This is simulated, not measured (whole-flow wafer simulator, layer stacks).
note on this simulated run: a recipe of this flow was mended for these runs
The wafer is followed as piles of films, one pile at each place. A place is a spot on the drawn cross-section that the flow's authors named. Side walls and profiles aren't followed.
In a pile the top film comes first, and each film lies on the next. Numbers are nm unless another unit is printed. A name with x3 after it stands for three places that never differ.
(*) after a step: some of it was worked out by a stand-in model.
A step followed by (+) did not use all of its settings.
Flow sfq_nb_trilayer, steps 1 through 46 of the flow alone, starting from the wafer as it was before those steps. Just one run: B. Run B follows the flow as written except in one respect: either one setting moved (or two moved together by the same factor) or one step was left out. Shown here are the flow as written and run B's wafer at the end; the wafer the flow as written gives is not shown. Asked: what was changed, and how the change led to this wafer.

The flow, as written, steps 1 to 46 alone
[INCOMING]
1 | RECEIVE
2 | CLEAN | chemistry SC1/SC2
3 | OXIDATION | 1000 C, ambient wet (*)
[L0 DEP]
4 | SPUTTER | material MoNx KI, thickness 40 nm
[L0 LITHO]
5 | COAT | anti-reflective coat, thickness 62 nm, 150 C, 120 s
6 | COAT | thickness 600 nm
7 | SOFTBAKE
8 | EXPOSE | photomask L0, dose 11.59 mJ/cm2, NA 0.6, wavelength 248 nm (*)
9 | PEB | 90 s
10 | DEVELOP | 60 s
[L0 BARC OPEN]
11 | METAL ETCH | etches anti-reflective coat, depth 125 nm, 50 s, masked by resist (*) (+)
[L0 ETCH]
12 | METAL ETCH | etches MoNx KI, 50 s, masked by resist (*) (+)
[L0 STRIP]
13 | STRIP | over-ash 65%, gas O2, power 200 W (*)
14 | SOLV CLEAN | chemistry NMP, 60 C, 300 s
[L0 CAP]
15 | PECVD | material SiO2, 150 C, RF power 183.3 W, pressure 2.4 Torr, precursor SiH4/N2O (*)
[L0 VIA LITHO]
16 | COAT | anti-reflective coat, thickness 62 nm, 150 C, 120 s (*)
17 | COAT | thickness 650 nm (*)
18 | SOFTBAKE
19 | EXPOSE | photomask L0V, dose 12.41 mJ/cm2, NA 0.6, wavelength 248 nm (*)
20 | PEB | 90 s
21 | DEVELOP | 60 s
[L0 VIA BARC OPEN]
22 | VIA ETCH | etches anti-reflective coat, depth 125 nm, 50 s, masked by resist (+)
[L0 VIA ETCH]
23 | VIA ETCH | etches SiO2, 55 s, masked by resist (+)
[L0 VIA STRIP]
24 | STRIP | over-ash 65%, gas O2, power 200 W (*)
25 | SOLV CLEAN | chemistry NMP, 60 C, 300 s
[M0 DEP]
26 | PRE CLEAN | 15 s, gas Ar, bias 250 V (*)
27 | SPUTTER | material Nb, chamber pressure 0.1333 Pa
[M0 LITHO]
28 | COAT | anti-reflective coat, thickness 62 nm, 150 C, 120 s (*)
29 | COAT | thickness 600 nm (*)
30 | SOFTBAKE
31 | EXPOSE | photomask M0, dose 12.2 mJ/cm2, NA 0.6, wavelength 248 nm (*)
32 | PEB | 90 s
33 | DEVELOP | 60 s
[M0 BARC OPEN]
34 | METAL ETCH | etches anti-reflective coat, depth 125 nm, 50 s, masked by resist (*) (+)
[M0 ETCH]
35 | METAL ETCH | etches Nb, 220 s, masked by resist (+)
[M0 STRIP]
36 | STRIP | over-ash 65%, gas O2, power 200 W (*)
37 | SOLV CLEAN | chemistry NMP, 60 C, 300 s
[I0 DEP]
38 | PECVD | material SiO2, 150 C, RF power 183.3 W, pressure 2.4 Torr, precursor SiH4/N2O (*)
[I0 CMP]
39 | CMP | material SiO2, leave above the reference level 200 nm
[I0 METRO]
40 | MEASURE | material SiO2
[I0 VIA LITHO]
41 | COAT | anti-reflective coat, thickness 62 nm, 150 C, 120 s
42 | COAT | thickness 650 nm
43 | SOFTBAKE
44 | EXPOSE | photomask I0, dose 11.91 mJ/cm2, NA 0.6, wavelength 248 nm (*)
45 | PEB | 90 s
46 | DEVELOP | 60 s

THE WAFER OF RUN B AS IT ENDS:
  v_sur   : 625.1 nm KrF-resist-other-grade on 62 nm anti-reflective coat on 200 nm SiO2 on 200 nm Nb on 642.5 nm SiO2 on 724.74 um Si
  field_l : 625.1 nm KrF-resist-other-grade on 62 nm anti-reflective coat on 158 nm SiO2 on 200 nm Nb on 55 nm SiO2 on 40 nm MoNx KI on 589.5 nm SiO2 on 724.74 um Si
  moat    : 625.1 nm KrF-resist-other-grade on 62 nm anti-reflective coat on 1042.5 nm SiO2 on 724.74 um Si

Cause: step 3, OXIDATION: 1027 C was run, though the flow has 1000 C.

How this came from the change, step by step:
  3 | OXIDATION | 1000 C, ambient wet (*)
      field_l, v_sur, via_wl and 103 more: SiO2 gains 589.5 (new film), chemical SiO2 loses 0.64 (all of it), Si loses 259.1 (as written it would have been: SiO2 gains 500 (new film), chemical SiO2 loses 0.64 (all of it), Si loses 219.7)
